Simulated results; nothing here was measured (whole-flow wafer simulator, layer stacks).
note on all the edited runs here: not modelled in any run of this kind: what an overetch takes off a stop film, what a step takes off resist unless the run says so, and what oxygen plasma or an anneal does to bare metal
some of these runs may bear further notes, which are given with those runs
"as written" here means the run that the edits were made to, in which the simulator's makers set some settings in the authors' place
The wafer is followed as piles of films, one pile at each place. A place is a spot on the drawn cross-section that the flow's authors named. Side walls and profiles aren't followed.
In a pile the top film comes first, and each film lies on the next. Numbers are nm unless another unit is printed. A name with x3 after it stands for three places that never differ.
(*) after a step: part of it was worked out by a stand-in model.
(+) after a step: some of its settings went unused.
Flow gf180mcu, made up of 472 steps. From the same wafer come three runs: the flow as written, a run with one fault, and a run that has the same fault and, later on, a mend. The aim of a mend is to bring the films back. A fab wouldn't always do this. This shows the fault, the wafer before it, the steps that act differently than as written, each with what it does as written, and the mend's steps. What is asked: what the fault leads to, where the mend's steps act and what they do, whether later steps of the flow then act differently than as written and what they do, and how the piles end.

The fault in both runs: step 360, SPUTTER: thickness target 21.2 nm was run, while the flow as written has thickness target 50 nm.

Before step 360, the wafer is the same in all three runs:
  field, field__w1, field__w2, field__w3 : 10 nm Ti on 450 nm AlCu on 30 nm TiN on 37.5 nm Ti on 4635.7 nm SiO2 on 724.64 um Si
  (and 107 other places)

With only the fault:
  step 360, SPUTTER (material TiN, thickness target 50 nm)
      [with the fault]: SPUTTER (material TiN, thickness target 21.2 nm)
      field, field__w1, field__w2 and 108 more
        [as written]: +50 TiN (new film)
        [with the fault]: +21.2 TiN (new film)
  Later steps of the flow acting differently than as written (2 more steps, not shown, differ only slightly: by at most 2% or 0.5 nm, whichever is larger):
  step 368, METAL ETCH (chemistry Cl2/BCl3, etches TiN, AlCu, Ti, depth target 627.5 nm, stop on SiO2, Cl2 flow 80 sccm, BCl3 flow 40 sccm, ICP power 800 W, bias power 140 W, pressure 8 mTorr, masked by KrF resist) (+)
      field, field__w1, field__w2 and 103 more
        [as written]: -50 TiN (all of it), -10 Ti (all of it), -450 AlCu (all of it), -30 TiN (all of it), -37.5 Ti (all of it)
        [with the fault]: -21.2 TiN (all of it), -10 Ti (all of it), -450 AlCu (all of it), -30 TiN (all of it), -37.5 Ti (all of it)
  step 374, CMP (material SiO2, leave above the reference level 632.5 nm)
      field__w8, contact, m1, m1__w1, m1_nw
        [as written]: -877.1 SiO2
        [with the fault]: -848.3 SiO2
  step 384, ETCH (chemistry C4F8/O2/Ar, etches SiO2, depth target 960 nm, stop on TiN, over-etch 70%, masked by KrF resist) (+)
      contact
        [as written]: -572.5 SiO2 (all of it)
        [with the fault]: -601.3 SiO2 (all of it)
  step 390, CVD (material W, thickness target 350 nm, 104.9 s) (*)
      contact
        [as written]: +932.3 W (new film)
        [with the fault]: +961.4 W (new film)
  The piles end different from the flow's at field__w8, contact, m1, m1__w1, m1_nw by more than 2% or 0.5 nm, whichever is larger.
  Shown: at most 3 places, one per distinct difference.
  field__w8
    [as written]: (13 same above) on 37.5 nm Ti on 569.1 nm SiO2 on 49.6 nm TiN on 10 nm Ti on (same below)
    [with the fault]: (13 same above) on 37.5 nm Ti on 597.9 nm SiO2 on 20.8 nm TiN on 10 nm Ti on (same below)
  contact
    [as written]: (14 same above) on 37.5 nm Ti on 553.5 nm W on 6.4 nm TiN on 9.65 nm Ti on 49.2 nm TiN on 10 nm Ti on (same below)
    [with the fault]: (14 same above) on 37.5 nm Ti on 582.6 nm W on 6.3 nm TiN on 9.49 nm Ti on 20.4 nm TiN on 10 nm Ti on (same below)

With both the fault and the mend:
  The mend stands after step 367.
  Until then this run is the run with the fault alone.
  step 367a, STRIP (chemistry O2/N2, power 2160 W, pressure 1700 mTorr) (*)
      field__w8, contact, m1, m1__w1, m1_nw
        -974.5 KrF resist (all of it)
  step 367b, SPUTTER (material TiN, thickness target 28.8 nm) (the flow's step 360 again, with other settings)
      field, field__w1, field__w2 and 108 more
        +28.8 TiN
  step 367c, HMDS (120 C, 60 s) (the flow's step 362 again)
      does not change any film at any place that is followed
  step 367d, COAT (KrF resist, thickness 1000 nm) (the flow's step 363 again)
      field, field__w1, field__w2 and 108 more
        +1000 KrF resist (new film)
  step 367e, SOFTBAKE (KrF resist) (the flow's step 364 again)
      does not change any film at any place that is followed
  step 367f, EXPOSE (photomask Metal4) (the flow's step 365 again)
      does not change any film at any place that is followed
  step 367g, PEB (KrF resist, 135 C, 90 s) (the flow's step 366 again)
      field, field__w1, field__w2 and 108 more
        -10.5 KrF resist
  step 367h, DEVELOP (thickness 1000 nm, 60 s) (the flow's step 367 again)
      field, field__w1, field__w2 and 103 more
        -989.5 KrF resist (all of it)
      field__w8, contact, m1, m1__w1, m1_nw
        -14.9 KrF resist
  Later steps of the flow that are run all act as written at every place that is followed.
  By the end, the piles equal the flow's at every place that both follow.
